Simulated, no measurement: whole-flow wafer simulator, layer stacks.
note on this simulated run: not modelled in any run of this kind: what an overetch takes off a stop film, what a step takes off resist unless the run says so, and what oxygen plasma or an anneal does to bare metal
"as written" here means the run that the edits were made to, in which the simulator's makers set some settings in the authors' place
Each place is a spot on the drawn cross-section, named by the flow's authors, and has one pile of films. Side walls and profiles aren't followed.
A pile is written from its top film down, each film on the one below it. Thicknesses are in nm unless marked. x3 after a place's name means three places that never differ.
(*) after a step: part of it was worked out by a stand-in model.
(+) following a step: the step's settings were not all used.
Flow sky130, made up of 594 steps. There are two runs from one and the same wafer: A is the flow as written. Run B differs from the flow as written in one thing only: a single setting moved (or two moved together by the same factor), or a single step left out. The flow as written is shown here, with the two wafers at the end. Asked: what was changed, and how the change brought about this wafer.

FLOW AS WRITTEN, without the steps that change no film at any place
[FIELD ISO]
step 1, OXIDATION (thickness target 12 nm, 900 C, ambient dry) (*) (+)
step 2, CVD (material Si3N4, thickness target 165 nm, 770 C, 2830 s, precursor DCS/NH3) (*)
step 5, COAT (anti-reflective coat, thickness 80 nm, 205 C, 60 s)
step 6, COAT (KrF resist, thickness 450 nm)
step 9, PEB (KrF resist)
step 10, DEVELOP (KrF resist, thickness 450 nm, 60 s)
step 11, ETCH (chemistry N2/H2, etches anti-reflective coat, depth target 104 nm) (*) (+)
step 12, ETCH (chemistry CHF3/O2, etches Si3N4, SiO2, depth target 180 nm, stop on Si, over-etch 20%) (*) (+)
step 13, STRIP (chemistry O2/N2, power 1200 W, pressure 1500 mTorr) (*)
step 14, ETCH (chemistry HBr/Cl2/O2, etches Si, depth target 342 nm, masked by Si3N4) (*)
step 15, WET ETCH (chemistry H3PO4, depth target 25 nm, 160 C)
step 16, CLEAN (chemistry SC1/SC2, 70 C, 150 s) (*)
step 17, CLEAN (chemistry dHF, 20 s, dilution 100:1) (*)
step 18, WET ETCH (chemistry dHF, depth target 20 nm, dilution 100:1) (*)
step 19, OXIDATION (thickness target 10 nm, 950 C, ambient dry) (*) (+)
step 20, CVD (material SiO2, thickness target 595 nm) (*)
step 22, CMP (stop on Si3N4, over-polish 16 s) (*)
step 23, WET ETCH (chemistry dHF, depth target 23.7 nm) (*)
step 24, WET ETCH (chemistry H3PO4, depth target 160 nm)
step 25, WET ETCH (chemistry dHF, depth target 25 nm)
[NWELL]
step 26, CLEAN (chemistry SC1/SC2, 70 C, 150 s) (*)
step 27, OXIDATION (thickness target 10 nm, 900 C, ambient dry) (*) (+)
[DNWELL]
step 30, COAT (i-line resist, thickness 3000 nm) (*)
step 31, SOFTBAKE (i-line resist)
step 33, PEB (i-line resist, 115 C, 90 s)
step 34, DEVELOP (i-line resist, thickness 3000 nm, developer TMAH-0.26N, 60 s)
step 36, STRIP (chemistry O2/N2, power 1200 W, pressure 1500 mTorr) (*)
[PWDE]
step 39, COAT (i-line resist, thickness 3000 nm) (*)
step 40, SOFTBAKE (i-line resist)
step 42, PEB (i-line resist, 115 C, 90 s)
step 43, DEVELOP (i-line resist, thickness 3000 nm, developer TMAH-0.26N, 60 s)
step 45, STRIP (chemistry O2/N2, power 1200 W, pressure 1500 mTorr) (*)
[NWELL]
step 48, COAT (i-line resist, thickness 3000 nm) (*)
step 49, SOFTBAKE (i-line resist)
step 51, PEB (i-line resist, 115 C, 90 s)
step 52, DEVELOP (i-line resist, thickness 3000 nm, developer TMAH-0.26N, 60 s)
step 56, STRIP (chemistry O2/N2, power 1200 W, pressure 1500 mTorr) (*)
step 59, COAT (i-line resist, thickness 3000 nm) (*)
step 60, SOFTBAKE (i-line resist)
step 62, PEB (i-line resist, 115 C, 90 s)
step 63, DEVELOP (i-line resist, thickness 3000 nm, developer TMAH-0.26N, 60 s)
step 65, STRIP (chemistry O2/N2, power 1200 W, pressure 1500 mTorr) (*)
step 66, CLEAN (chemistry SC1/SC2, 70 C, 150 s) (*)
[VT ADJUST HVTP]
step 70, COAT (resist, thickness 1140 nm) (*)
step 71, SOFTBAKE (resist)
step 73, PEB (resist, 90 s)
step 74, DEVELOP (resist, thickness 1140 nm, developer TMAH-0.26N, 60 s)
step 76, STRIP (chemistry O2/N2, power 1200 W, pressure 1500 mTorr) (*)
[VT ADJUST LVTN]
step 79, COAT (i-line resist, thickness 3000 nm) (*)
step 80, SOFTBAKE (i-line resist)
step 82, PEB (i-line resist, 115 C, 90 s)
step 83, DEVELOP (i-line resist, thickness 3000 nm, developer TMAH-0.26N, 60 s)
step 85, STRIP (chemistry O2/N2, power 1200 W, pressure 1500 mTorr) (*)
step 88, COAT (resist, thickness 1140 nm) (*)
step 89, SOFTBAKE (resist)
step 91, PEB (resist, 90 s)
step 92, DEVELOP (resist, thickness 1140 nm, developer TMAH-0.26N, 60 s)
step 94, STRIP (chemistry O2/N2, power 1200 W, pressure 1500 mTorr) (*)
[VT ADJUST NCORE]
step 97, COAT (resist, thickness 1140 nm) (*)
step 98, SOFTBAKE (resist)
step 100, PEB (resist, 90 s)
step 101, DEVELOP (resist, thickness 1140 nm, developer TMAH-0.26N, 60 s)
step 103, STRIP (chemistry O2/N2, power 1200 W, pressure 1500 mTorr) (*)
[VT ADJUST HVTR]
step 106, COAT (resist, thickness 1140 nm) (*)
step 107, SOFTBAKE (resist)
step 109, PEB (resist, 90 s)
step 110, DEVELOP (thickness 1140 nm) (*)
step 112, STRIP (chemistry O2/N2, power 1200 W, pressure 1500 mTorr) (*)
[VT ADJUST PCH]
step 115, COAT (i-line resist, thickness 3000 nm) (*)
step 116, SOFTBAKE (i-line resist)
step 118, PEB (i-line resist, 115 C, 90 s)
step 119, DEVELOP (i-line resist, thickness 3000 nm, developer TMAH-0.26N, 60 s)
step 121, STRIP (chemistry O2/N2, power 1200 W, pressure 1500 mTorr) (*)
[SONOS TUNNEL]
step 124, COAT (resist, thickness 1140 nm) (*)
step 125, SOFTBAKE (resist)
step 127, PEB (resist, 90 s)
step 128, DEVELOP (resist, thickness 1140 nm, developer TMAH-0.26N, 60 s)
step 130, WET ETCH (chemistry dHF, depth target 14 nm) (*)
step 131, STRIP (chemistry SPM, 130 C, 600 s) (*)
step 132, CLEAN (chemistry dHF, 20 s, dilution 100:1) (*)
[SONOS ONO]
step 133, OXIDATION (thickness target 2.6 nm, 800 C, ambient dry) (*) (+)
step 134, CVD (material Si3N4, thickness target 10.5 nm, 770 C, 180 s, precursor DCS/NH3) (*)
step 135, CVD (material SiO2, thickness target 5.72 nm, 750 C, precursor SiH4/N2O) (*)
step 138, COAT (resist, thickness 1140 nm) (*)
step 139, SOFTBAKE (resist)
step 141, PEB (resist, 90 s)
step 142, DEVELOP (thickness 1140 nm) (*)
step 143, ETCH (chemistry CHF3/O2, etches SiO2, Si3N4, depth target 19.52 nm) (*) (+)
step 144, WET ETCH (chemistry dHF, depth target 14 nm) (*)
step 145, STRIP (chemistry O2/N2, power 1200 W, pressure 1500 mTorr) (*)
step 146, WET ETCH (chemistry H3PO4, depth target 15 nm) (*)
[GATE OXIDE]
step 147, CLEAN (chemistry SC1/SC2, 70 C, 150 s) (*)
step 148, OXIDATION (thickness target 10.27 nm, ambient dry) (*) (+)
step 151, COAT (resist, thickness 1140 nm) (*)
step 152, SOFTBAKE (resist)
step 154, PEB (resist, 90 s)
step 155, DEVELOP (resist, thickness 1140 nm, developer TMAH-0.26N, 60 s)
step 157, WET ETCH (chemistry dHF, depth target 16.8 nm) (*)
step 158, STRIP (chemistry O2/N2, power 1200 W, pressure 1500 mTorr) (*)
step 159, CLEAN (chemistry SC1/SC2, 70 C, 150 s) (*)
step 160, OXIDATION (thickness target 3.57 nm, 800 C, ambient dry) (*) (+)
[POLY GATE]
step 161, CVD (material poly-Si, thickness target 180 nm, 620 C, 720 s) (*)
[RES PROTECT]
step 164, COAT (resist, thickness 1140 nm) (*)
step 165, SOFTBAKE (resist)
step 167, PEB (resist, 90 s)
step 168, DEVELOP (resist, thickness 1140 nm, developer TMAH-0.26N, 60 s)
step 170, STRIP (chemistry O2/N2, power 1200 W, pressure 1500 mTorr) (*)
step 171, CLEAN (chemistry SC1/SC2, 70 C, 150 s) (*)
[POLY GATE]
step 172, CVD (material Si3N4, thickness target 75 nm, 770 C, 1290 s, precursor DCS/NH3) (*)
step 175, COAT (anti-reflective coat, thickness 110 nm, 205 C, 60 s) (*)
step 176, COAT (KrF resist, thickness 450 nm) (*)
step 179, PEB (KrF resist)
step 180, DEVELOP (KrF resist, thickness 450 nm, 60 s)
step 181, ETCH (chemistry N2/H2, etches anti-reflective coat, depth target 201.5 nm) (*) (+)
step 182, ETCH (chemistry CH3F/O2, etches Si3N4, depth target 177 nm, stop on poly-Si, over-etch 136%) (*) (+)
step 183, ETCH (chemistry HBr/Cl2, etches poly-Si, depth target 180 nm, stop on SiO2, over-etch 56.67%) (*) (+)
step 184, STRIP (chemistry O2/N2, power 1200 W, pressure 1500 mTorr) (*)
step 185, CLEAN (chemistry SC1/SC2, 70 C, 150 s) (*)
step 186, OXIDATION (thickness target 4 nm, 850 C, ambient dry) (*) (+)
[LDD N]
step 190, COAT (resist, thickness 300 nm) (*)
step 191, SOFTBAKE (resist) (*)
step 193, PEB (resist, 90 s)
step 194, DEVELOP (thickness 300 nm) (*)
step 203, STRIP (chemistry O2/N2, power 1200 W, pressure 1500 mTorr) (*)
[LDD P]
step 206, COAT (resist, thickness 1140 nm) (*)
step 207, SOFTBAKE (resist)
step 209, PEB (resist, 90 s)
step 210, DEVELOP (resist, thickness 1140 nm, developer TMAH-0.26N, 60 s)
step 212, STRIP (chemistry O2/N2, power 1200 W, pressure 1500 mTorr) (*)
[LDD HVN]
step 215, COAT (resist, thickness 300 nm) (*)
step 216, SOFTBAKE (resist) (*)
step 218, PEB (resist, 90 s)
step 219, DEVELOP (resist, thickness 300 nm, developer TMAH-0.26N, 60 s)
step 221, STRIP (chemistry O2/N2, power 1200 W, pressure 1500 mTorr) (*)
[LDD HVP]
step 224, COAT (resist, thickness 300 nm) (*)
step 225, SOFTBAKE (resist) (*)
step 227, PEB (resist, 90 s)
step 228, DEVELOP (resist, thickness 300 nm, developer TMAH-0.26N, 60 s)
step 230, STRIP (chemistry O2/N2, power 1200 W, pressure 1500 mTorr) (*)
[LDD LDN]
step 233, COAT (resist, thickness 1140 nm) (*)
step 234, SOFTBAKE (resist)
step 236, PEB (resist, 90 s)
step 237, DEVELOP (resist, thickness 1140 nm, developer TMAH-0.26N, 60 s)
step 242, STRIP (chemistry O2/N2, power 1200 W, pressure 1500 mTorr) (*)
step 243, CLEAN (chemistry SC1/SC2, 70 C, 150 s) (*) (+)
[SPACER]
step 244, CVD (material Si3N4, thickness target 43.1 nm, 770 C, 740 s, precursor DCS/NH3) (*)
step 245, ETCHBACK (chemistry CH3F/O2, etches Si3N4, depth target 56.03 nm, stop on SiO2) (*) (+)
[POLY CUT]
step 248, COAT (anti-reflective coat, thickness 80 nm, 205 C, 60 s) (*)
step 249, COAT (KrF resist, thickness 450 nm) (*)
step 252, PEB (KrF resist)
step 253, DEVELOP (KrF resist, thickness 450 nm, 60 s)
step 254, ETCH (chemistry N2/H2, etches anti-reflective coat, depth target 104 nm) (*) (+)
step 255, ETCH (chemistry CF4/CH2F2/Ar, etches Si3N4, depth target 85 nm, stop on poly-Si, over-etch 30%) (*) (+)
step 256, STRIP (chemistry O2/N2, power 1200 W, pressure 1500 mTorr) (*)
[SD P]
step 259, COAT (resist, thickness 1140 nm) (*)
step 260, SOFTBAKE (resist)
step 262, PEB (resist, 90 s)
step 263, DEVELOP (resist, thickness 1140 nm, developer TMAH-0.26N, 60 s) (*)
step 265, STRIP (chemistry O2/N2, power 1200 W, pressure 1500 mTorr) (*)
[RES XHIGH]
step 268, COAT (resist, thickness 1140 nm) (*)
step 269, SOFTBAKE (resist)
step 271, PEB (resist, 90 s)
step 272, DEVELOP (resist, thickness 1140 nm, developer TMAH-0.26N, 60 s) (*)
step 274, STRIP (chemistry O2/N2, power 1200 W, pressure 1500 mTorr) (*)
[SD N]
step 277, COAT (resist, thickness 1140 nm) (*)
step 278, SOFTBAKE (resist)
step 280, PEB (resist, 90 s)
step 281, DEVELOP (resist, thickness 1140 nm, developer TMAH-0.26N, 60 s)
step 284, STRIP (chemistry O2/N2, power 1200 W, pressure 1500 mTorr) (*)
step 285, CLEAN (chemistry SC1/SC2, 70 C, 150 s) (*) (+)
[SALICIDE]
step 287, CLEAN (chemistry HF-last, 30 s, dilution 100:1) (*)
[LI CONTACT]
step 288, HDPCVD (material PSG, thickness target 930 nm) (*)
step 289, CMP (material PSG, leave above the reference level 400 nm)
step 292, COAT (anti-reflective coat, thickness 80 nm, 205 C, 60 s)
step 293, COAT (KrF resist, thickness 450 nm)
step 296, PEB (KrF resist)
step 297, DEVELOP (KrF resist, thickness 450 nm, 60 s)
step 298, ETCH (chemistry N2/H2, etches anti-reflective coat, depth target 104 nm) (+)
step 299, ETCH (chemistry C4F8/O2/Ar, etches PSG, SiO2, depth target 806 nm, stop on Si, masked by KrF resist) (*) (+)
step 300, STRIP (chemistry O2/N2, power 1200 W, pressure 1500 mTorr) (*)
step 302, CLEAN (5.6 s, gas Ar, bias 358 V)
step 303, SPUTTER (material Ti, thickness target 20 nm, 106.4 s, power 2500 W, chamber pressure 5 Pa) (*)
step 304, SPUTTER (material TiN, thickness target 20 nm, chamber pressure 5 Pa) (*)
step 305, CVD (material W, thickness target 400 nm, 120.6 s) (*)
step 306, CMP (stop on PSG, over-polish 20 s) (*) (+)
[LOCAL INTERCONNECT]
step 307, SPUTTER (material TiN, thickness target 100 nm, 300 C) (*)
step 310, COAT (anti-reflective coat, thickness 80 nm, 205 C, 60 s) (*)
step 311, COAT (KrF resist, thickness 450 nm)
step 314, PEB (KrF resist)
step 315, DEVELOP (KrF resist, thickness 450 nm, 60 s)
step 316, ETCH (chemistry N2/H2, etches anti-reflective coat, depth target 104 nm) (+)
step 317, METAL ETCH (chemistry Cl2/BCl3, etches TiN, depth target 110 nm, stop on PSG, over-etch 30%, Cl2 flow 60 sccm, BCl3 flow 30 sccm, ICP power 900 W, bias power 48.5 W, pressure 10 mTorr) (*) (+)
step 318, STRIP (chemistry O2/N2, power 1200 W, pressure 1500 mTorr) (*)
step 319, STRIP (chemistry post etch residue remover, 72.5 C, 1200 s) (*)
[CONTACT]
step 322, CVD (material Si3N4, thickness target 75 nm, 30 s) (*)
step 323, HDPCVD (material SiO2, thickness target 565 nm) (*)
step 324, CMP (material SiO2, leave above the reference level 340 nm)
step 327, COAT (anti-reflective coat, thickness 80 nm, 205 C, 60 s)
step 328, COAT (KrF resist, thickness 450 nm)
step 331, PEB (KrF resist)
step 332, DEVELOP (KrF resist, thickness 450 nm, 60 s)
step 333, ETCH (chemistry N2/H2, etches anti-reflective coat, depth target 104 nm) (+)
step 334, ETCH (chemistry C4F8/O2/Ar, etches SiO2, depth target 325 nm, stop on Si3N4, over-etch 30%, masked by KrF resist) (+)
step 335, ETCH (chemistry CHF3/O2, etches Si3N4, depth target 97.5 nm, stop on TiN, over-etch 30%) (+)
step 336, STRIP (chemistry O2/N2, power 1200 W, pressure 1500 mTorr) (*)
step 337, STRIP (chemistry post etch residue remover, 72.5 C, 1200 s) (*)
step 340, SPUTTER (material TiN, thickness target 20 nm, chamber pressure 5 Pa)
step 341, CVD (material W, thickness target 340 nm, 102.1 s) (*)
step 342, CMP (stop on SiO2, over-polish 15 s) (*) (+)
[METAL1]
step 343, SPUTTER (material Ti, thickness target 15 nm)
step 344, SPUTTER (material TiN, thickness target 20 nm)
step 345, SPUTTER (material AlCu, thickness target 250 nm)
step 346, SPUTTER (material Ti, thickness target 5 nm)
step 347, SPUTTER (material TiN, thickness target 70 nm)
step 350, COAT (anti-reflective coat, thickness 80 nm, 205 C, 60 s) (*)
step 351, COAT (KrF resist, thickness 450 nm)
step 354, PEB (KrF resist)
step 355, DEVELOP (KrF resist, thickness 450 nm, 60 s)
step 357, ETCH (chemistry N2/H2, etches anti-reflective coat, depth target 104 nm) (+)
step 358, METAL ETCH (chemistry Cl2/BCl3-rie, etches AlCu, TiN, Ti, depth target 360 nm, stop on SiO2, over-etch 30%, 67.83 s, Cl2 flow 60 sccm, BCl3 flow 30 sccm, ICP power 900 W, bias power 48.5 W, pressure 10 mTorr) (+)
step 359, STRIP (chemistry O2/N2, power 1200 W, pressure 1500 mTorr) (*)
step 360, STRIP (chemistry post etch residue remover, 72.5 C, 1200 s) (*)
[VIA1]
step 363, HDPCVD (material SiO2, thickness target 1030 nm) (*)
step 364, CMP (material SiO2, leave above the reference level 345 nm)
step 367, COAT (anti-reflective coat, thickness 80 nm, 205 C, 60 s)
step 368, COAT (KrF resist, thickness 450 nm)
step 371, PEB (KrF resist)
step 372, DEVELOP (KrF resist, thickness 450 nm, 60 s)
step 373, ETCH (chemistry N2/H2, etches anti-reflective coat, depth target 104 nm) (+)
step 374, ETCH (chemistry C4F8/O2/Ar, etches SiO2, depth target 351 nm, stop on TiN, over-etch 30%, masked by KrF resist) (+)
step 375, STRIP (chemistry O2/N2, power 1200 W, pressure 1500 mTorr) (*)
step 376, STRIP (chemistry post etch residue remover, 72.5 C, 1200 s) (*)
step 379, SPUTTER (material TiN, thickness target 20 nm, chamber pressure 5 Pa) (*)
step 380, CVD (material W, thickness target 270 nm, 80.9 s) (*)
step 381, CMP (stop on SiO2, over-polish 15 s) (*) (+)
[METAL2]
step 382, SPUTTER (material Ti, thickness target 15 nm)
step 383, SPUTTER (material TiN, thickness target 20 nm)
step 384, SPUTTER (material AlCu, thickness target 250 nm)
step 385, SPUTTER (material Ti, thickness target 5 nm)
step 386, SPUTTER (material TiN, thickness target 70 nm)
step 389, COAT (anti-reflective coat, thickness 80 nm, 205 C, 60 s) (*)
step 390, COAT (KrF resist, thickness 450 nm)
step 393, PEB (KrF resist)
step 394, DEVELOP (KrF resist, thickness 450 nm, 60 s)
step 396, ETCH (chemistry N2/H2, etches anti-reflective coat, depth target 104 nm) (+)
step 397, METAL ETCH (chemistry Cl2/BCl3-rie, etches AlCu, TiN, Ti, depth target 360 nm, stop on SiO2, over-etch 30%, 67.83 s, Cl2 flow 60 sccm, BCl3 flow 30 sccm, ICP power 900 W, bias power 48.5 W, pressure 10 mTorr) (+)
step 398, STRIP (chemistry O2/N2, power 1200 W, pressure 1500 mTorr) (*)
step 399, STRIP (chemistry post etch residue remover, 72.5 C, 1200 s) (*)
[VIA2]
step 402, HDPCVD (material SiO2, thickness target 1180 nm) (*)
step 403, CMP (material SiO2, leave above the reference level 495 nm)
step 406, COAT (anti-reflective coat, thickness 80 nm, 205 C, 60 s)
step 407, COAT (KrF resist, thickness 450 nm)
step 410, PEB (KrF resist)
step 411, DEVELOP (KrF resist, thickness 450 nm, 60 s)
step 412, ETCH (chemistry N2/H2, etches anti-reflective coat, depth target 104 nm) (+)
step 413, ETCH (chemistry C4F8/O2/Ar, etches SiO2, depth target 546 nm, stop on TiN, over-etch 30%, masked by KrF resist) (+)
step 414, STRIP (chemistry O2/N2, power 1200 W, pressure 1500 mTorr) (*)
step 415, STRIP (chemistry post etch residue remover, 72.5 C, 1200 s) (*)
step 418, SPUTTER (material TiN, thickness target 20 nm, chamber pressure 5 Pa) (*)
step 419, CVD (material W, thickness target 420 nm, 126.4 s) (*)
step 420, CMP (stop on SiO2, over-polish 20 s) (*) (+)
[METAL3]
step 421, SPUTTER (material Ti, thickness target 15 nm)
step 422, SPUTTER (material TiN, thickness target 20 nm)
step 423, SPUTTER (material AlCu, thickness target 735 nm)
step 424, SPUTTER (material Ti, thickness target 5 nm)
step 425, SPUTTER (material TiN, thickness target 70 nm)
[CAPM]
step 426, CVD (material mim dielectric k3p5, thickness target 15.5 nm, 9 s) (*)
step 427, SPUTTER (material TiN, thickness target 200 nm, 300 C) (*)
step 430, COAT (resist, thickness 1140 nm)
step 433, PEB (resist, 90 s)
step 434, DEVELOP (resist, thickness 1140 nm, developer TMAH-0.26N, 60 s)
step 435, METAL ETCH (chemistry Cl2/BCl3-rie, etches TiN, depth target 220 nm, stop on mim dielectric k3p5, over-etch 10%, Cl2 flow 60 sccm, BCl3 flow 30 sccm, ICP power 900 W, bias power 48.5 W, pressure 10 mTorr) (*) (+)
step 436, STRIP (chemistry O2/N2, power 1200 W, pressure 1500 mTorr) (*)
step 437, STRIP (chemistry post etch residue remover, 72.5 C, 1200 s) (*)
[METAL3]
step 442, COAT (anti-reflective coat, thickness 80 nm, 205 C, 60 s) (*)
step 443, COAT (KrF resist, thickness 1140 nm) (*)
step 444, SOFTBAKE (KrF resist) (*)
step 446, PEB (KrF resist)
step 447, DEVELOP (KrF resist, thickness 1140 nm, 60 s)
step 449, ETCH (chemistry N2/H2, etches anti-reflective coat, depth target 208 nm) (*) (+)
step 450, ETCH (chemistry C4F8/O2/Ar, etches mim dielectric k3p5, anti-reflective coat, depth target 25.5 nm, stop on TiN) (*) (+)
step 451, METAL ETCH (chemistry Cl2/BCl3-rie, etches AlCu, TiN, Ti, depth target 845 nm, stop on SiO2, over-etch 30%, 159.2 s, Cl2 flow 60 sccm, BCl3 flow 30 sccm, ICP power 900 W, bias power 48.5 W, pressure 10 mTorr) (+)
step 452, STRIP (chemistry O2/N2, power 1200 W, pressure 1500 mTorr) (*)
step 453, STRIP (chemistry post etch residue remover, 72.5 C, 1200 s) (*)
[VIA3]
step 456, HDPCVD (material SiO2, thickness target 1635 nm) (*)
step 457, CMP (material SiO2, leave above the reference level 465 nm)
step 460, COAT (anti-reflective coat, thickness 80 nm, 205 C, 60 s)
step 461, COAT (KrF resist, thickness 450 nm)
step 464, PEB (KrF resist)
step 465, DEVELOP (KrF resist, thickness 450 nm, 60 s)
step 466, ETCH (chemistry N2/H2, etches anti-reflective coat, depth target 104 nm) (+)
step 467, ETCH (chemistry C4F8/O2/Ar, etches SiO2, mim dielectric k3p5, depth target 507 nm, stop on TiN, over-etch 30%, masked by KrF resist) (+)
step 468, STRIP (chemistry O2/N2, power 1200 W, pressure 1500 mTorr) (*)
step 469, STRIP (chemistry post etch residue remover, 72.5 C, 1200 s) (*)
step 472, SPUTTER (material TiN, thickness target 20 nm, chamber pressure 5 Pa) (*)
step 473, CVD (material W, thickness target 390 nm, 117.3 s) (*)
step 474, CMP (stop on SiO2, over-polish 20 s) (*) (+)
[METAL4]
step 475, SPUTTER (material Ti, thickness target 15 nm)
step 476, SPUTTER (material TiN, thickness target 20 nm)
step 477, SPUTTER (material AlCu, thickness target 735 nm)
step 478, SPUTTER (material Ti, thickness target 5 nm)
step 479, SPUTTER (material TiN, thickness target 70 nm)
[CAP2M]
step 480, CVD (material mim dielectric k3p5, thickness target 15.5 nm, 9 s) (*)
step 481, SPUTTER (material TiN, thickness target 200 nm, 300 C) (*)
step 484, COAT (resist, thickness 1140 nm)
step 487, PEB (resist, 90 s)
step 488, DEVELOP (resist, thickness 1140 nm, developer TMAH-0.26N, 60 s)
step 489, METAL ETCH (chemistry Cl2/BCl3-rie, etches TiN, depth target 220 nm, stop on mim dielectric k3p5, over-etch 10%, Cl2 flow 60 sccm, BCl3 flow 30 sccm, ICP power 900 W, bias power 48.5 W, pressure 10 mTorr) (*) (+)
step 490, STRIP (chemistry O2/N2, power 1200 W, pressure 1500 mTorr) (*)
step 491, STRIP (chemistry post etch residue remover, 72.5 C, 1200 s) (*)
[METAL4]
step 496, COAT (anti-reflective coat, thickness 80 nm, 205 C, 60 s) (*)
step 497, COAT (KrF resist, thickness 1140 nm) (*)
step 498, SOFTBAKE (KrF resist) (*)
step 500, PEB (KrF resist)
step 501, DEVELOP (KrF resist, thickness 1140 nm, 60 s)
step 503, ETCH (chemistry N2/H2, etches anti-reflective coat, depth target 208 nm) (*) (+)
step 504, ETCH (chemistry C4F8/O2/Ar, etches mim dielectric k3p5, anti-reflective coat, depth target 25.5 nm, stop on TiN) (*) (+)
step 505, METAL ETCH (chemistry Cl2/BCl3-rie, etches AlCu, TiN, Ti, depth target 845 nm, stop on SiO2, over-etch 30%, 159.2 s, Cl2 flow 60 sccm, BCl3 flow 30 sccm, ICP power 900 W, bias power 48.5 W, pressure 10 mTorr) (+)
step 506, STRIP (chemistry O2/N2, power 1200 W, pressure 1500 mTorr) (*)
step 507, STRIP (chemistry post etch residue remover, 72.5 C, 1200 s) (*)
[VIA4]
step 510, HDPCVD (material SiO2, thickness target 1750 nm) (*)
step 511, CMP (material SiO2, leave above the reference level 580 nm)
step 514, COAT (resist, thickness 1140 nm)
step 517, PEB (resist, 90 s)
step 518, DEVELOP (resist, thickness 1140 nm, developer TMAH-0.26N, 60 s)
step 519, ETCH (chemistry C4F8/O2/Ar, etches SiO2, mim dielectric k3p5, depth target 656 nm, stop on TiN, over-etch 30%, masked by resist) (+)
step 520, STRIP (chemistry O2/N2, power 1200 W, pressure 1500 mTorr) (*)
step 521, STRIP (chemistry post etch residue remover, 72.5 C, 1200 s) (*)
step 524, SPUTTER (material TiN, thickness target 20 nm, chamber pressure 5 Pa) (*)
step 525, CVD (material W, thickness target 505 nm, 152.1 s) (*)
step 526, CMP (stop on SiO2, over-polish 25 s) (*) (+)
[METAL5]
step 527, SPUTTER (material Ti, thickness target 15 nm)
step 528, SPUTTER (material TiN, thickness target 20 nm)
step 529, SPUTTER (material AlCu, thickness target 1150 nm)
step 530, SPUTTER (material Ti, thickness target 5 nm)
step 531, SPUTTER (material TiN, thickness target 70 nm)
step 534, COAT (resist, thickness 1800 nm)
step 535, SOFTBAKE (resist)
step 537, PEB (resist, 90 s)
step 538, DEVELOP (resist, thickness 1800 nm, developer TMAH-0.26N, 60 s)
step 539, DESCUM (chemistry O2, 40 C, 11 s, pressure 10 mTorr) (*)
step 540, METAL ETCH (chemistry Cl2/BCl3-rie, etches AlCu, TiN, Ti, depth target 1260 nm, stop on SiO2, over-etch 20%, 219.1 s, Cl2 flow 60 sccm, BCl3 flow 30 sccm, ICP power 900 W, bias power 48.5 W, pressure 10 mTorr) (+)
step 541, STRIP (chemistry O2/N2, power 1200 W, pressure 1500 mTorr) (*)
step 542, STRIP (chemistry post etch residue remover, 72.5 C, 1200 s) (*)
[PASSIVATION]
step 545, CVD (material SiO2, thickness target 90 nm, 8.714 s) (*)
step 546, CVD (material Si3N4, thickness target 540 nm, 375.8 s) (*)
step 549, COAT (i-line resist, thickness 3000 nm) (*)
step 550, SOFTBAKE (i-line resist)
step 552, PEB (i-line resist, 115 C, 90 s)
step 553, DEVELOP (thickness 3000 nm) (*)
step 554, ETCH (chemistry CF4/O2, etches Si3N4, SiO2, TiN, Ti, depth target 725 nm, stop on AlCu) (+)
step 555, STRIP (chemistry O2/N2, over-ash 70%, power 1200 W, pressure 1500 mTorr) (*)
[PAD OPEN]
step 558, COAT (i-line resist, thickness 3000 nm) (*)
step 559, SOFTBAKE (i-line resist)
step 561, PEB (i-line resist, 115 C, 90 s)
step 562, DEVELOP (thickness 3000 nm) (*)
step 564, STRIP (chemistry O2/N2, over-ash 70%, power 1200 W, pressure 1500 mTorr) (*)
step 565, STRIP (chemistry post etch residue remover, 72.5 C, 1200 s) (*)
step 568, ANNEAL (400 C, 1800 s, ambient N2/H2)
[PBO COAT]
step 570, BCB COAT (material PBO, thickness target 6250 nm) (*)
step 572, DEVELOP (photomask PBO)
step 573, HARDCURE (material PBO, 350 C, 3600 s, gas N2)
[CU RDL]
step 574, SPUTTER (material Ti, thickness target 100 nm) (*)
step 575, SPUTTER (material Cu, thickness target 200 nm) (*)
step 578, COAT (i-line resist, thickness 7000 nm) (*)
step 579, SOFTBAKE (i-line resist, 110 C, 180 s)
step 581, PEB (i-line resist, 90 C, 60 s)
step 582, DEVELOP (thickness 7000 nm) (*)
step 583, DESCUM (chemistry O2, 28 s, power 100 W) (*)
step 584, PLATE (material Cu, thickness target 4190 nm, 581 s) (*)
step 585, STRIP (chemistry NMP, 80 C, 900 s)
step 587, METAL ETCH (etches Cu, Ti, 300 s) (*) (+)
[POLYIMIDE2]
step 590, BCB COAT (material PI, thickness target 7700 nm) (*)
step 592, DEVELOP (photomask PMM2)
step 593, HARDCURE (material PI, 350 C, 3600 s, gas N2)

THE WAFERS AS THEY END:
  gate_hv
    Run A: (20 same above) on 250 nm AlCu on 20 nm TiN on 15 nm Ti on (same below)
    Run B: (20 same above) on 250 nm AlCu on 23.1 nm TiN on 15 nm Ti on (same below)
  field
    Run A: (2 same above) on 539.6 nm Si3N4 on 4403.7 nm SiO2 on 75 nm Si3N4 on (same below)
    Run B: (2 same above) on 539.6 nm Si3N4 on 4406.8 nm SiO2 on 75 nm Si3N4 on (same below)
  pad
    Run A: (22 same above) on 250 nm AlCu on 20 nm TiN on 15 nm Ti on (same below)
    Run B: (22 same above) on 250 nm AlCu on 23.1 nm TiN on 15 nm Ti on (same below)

The reason: step 383, SPUTTER: thickness target 23.1 nm was run, though the flow has thickness target 20 nm.
One can read it off the wafer: gate_hv has TiN 23.1, and step 383 as written asks for 20 nm.

How this came from the change, step by step:
  step 383, SPUTTER (material TiN, thickness target 20 nm)
      field, active, n_well and 188 more: A TiN gains 20 (new film) | B TiN gains 23.1 (new film)
  step 397, METAL ETCH (chemistry Cl2/BCl3-rie, etches AlCu, TiN, Ti, depth target 360 nm, stop on SiO2, over-etch 30%, 67.83 s, Cl2 flow 60 sccm, BCl3 flow 30 sccm, ICP power 900 W, bias power 48.5 W, pressure 10 mTorr) (+)
      field, active, gate and 82 more: A TiN loses 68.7 (all of it), Ti loses 5 (all of it), AlCu loses 250 (all of it), TiN loses 20 (all of it), Ti loses 15 (all of it), SiO2 loses 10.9 | B TiN loses 68.7 (all of it), Ti loses 5 (all of it), AlCu loses 250 (all of it), TiN loses 23.1 (all of it), Ti loses 15 (all of it), SiO2 loses 10.6
